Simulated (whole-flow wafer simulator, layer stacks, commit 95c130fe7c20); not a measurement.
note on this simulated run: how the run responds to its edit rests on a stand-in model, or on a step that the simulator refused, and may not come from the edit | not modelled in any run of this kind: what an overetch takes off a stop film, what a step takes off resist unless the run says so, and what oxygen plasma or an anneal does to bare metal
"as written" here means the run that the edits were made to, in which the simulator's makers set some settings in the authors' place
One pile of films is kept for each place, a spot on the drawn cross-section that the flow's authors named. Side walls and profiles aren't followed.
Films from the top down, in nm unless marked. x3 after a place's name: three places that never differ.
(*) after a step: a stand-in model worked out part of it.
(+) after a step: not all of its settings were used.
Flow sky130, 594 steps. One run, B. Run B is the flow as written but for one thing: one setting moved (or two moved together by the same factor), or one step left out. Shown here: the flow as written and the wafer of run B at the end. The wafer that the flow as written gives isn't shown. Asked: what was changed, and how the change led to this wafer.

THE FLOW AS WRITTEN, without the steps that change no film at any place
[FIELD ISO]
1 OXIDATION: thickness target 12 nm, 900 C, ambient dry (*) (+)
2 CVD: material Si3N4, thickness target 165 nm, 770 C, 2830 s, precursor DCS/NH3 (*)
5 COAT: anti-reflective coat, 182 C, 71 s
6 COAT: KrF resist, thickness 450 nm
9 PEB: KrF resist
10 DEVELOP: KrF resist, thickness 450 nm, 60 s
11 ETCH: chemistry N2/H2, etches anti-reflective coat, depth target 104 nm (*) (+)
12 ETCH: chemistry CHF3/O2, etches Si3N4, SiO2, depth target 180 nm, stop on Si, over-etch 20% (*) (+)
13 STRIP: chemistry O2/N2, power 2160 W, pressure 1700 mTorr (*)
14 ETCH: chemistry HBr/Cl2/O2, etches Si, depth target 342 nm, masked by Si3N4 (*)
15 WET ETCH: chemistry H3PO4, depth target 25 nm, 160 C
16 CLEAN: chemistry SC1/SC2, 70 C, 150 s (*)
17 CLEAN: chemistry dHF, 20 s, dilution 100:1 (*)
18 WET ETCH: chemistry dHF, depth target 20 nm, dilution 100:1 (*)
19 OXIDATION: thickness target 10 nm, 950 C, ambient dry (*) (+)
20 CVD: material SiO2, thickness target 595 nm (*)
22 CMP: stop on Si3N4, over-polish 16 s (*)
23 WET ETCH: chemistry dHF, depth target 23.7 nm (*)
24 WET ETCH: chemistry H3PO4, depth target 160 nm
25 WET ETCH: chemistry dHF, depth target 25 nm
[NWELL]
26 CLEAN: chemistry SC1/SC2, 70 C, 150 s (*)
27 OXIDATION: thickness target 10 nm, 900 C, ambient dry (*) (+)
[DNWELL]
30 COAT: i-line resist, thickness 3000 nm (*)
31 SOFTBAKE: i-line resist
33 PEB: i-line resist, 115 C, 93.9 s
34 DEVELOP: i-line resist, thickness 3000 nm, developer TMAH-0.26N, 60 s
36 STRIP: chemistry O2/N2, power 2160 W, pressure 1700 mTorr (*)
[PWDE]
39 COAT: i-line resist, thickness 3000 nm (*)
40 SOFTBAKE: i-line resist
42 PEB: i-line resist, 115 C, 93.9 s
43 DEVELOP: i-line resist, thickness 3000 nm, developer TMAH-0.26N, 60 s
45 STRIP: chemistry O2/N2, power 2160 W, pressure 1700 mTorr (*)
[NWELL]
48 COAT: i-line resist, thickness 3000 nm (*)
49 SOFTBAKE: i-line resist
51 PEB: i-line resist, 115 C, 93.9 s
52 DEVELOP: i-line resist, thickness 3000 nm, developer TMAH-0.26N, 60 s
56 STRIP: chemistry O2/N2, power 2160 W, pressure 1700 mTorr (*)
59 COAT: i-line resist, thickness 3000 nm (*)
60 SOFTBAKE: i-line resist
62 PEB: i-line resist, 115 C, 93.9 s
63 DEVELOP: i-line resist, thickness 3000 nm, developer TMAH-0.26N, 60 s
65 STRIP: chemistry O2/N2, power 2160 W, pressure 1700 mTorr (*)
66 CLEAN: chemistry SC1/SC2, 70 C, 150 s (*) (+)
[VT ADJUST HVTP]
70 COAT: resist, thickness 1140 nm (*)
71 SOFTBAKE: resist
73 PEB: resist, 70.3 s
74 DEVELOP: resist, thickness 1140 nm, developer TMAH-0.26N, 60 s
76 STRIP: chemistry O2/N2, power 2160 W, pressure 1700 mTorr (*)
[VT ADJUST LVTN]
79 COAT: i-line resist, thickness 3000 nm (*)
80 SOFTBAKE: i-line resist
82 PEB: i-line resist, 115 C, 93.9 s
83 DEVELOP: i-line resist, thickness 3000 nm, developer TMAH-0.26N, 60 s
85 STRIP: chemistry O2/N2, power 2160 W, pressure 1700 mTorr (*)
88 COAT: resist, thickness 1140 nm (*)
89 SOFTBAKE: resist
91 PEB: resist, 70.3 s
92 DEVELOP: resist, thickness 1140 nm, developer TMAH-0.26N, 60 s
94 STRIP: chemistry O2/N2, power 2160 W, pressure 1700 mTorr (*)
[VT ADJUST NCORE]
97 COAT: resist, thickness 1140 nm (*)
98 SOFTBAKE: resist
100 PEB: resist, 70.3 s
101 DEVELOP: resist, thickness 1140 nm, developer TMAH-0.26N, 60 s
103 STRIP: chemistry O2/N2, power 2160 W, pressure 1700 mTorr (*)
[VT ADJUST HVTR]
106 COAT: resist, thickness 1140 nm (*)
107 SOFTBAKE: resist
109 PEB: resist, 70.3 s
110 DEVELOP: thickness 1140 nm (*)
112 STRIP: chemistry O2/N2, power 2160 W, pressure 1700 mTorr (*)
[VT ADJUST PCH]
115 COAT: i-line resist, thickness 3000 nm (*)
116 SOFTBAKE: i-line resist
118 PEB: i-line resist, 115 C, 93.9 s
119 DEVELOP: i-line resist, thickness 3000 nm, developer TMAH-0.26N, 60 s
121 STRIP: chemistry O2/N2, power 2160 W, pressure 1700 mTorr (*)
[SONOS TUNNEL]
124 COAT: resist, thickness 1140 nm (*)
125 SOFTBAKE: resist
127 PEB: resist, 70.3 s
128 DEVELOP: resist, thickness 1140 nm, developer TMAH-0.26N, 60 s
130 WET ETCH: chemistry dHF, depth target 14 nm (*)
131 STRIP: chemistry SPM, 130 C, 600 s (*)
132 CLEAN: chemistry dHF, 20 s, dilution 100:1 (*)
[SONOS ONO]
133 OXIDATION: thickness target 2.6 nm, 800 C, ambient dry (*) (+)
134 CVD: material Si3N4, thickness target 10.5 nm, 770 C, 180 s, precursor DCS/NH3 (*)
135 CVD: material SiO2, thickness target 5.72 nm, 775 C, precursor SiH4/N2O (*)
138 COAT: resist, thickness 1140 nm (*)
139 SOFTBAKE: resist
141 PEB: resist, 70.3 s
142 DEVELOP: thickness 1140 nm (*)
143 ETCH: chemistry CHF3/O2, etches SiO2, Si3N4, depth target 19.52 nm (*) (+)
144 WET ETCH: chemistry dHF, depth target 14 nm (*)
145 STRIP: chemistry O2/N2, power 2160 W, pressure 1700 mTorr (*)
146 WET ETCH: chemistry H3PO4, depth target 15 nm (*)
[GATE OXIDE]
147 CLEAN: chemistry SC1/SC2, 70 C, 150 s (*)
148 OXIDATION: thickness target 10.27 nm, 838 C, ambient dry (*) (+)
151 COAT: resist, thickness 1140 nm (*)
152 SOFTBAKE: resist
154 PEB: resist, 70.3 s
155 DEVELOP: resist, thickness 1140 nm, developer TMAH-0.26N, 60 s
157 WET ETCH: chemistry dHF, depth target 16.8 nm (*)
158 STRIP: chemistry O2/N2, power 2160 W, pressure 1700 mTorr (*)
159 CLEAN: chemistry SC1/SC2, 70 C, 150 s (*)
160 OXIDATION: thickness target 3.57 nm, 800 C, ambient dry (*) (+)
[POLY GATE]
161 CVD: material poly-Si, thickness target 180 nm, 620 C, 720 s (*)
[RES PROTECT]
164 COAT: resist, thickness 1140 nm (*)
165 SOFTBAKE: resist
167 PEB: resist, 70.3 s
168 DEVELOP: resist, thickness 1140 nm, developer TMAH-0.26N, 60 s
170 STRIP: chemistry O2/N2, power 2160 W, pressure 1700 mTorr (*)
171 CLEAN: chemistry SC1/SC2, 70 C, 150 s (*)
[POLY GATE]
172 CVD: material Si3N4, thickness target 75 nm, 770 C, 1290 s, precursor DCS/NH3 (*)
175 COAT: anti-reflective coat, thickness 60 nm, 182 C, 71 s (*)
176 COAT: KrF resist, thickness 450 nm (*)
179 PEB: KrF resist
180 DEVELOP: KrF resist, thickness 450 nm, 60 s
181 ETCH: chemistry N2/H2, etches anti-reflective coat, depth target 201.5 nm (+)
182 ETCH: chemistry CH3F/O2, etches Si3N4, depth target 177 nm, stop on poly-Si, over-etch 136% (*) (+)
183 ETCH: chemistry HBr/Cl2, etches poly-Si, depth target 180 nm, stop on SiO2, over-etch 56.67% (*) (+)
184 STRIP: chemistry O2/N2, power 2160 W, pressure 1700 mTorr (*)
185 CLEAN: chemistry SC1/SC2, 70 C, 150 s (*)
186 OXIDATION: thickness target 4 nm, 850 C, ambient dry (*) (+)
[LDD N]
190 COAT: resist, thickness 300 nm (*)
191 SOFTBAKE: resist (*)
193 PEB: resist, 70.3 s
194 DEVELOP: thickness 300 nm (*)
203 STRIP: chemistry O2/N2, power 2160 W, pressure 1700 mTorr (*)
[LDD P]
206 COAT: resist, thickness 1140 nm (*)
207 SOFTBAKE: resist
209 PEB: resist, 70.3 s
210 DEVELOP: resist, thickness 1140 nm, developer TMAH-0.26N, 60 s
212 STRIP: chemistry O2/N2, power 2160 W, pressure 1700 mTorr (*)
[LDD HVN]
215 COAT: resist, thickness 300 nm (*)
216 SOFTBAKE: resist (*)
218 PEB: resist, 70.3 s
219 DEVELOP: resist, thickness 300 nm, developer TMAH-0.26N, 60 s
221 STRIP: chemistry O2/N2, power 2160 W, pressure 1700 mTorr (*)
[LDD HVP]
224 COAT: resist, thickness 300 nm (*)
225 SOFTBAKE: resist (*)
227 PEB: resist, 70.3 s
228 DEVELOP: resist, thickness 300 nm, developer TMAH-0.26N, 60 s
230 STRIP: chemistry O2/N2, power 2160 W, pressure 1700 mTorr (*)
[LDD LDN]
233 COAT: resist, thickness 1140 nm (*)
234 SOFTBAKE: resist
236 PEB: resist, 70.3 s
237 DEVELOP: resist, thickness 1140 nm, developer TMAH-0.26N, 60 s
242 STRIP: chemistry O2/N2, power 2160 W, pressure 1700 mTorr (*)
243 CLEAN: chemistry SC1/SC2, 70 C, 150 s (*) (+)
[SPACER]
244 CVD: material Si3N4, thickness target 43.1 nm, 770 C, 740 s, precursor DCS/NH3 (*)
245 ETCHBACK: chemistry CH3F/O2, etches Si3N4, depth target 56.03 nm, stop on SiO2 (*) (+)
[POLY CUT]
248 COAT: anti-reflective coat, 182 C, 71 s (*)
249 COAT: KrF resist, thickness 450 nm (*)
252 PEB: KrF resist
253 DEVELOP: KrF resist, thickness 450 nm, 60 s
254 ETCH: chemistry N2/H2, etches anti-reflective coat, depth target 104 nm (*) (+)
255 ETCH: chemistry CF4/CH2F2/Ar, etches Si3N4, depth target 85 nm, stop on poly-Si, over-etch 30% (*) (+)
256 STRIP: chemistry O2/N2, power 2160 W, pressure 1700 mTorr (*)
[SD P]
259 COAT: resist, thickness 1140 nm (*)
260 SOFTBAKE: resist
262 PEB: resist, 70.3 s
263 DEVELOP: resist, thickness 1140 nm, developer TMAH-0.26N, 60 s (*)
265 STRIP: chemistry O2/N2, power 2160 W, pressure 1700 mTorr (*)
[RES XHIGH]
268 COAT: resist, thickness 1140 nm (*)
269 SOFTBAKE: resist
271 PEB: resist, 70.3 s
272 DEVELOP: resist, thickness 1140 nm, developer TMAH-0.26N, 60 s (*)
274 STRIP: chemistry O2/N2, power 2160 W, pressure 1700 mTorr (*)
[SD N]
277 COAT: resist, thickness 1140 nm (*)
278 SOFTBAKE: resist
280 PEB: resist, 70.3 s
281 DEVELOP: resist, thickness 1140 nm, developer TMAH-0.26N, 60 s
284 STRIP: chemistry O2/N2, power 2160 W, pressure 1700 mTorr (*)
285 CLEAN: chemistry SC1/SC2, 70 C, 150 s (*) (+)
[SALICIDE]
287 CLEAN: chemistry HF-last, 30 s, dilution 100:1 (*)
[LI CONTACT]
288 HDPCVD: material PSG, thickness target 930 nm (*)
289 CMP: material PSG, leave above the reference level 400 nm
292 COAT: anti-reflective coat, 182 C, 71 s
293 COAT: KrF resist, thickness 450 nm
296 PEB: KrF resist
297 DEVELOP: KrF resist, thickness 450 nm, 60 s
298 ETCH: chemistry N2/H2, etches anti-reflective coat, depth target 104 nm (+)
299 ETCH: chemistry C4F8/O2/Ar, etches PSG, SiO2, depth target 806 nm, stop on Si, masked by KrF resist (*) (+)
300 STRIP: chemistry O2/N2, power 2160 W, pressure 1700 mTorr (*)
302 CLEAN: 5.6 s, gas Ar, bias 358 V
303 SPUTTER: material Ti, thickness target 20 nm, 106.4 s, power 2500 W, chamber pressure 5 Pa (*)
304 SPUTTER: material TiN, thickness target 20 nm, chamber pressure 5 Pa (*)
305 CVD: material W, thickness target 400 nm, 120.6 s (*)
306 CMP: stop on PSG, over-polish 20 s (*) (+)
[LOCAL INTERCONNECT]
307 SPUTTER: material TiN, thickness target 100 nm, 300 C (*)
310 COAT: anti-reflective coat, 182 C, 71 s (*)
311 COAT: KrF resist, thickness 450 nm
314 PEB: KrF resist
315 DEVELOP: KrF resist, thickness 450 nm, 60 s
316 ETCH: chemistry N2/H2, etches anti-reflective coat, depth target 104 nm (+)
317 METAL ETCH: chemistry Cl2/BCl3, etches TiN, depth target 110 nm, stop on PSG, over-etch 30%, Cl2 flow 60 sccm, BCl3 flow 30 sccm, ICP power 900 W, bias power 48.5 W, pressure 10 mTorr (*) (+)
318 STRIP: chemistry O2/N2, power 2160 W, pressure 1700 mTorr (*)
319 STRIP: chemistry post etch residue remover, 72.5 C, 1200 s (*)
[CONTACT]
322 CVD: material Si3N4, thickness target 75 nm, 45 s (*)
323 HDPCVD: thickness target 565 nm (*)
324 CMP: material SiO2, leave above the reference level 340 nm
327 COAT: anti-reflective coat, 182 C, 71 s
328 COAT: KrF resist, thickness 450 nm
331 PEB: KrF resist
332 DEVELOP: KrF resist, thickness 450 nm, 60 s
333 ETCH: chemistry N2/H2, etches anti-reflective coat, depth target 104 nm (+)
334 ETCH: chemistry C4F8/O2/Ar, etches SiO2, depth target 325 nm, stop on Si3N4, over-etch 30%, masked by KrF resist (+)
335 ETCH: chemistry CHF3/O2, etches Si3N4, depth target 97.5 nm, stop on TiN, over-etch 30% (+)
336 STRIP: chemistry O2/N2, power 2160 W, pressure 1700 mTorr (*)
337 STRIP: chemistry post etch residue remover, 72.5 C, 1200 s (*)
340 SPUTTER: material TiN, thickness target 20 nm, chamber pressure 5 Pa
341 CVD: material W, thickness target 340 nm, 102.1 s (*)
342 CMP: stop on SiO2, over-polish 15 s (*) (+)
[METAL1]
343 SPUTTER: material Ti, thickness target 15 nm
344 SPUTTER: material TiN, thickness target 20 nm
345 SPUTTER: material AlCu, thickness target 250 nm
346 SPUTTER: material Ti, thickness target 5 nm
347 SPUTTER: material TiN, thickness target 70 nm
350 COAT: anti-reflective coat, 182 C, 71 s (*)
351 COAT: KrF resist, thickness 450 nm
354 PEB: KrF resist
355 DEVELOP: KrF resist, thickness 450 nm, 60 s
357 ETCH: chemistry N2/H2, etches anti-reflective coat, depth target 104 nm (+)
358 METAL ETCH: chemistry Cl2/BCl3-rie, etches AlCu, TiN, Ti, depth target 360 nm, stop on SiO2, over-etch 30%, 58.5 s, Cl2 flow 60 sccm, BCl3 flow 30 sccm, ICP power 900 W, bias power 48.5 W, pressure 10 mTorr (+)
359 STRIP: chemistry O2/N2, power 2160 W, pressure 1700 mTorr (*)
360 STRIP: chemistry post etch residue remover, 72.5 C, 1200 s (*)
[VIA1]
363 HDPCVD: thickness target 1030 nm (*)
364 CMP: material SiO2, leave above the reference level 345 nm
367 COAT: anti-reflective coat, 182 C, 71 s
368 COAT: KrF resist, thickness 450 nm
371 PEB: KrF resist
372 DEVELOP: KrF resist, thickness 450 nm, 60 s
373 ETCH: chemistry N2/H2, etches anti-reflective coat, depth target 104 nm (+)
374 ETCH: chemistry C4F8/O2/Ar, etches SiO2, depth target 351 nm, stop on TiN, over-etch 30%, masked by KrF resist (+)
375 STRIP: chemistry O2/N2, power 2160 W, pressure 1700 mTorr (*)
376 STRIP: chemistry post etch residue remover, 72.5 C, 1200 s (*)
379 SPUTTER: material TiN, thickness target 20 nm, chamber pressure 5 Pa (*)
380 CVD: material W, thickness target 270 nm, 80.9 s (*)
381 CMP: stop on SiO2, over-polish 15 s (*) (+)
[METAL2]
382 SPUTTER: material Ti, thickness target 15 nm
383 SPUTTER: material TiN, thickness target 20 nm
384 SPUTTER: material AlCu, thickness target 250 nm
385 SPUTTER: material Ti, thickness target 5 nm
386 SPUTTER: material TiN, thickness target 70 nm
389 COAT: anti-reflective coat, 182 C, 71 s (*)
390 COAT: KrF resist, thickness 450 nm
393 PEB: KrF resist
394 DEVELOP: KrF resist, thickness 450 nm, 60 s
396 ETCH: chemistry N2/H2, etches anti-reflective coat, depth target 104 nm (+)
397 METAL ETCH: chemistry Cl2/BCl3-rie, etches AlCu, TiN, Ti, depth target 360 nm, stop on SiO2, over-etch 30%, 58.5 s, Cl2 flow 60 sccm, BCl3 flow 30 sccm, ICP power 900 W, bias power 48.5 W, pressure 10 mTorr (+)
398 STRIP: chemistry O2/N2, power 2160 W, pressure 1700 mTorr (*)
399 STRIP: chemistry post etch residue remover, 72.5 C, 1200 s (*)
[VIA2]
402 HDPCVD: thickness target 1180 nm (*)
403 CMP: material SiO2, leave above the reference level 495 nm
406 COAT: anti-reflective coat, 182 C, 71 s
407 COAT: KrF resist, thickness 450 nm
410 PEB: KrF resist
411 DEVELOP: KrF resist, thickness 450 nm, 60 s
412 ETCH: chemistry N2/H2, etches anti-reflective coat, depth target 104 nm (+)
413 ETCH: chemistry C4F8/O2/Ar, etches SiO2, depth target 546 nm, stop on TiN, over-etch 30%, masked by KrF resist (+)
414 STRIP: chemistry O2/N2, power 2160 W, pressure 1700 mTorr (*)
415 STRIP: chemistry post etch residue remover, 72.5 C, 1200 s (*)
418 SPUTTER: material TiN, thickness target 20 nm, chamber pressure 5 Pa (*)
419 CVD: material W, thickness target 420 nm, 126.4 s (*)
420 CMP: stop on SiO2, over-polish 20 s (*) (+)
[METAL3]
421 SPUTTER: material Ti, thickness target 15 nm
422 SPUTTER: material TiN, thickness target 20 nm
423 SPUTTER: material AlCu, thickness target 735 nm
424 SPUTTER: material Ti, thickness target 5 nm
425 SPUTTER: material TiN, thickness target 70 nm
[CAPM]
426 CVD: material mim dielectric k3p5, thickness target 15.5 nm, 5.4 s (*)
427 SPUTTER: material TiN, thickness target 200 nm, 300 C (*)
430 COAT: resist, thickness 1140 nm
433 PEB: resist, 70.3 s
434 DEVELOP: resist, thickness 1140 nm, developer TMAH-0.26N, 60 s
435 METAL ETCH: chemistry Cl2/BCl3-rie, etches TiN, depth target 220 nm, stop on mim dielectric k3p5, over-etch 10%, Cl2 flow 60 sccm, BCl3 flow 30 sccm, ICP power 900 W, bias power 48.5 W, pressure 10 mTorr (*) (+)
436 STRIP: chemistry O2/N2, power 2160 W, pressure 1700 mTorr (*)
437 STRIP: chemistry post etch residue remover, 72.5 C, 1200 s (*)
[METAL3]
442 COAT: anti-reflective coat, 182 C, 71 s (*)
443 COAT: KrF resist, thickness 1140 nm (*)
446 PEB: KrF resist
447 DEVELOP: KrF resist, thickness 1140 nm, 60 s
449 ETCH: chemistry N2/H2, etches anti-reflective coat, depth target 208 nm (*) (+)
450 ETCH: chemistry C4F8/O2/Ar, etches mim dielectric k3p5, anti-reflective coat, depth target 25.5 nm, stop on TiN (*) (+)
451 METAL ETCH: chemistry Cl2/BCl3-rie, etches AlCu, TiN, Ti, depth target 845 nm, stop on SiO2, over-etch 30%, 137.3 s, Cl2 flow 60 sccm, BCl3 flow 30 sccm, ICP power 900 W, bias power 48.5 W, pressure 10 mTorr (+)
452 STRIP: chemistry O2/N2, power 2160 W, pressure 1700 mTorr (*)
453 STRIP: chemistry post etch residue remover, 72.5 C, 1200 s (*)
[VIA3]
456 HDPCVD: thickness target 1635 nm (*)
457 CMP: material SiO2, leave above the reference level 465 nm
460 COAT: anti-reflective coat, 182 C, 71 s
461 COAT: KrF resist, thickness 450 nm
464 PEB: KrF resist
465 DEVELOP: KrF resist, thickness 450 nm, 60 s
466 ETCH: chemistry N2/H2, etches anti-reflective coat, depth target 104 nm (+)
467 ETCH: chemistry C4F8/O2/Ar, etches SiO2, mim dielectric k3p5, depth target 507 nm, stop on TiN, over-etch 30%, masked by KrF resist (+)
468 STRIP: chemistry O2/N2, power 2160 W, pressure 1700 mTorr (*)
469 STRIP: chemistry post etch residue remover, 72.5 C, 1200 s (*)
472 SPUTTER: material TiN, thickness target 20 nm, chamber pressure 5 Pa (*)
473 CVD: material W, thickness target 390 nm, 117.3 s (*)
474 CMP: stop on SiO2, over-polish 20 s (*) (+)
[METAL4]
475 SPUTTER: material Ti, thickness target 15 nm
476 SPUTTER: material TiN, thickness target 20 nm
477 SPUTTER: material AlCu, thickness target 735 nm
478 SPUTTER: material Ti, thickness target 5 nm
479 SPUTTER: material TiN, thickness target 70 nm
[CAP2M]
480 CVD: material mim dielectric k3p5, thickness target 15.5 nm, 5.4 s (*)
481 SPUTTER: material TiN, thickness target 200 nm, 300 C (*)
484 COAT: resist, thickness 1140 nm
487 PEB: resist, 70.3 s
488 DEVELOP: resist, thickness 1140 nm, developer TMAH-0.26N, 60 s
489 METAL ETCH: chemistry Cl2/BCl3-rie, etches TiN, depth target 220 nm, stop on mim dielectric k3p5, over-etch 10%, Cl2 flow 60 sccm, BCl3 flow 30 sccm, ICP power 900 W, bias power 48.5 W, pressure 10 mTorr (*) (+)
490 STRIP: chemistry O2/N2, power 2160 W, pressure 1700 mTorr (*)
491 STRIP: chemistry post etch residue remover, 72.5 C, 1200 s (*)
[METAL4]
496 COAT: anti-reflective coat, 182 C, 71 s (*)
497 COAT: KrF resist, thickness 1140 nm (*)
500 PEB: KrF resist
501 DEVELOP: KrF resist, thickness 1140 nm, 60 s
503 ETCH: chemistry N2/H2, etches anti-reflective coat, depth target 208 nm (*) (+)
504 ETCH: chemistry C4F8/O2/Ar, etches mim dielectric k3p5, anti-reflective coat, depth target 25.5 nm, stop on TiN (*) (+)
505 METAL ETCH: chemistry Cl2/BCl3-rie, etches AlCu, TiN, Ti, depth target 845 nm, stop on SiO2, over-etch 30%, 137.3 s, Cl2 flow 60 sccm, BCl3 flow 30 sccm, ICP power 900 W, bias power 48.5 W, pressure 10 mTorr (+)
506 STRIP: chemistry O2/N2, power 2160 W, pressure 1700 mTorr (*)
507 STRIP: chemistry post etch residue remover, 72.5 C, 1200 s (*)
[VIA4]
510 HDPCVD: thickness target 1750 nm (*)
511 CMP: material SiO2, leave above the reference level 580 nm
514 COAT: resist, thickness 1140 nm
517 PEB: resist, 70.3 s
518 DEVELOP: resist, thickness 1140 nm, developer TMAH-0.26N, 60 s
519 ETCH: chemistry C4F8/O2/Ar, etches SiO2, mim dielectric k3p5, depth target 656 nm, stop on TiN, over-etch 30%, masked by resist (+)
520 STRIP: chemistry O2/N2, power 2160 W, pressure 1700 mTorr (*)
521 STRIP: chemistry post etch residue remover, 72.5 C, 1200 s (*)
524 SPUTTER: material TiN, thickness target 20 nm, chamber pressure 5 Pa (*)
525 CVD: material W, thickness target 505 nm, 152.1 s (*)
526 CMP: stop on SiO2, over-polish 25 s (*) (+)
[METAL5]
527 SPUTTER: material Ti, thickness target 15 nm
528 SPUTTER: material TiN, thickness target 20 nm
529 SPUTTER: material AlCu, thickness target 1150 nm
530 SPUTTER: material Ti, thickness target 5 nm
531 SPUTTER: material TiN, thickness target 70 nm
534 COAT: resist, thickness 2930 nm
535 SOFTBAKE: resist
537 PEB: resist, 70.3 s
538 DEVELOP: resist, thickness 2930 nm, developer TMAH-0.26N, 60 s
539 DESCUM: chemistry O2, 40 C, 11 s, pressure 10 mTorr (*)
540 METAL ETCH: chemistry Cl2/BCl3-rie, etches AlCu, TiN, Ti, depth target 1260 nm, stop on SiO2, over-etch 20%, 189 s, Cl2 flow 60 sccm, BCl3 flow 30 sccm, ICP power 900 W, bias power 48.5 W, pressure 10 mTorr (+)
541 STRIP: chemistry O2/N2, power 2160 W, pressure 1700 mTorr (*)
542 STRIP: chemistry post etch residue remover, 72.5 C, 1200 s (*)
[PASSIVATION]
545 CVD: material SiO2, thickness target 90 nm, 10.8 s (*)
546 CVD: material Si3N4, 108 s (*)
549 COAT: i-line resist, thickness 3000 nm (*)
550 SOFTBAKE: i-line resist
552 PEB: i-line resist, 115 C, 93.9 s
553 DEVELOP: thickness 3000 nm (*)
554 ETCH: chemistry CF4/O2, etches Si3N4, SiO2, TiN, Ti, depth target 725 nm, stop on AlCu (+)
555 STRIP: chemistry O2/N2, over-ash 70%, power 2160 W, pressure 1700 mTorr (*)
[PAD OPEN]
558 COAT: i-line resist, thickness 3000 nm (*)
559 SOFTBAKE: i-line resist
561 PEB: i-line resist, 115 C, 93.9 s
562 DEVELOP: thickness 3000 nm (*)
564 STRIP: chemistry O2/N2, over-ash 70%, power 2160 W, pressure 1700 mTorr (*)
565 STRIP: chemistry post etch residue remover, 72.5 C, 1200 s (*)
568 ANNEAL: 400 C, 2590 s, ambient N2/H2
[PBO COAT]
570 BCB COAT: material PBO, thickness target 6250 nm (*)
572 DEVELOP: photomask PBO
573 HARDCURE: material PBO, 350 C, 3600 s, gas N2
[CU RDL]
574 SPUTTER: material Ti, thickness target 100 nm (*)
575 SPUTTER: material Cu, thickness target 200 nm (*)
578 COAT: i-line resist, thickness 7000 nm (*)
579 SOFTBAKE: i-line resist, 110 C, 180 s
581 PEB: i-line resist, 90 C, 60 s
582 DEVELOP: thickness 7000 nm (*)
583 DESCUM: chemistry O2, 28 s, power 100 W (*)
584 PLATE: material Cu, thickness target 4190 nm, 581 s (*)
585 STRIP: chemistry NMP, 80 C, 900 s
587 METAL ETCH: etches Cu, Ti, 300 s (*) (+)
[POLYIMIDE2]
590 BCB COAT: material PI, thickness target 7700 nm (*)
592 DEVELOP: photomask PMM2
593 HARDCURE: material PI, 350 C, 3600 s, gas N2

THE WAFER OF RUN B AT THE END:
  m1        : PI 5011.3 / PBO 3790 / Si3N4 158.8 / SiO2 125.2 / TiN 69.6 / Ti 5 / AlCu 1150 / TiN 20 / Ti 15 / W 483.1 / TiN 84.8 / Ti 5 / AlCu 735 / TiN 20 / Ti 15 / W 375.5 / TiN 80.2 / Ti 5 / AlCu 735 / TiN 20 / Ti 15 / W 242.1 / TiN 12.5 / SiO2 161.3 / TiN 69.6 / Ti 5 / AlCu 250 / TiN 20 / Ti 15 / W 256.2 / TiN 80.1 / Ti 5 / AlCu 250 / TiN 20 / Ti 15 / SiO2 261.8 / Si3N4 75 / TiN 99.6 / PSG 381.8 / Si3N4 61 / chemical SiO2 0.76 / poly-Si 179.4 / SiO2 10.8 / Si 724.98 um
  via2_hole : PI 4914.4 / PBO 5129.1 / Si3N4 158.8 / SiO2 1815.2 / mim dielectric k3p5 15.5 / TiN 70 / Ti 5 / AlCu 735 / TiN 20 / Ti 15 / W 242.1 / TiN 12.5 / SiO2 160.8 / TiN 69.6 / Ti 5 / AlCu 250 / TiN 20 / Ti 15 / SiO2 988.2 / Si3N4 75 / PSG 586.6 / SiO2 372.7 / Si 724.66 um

The cause: step 413, ETCH: depth target 259 nm was run, where the flow has depth target 546 nm.

How the change led to this, step by step:
  413 ETCH: chemistry C4F8/O2/Ar, etches SiO2, depth target 546 nm, stop on TiN, over-etch 30%, masked by KrF resist (+)
      m1: SiO2 -259 (as written it would be: SiO2 -420.3 (all of it))
      via2_hole: SiO2 -259 (as written it would be: SiO2 -419.8 (all of it))
      (and at 189 more places)
  414 STRIP: chemistry O2/N2, power 2160 W, pressure 1700 mTorr (*)
      field, active, n_well and 186 more: KrF resist -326 (all of it), anti-reflective coat -80 (all of it) (as written it would be: KrF resist -268.6 (all of it), anti-reflective coat -80 (all of it))
  418 SPUTTER: material TiN, thickness target 20 nm, chamber pressure 5 Pa (*)
      m1, via2_hole: TiN +12.5 (new film) (as written it would be: TiN +10.2)
  419 CVD: material W, thickness target 420 nm, 126.4 s (*)
      m1: W +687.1 (new film) (as written it would be: W +851.1 (new film))
      via2_hole: W +687.1 (new film) (as written it would be: W +850.7 (new film))
Counting metal films that touch as one body, m1 has 3 bodies (between them, from the top down: SiO2 161.3; SiO2 261.8 / Si3N4 75); the flow as written gives 2 bodies (between them, from the top down: SiO2 261.8 / Si3N4 75).
Counting metal films that touch as one body, via2_hole has 2 bodies (between them, from the top down: SiO2 160.8); the flow as written gives 1 body.
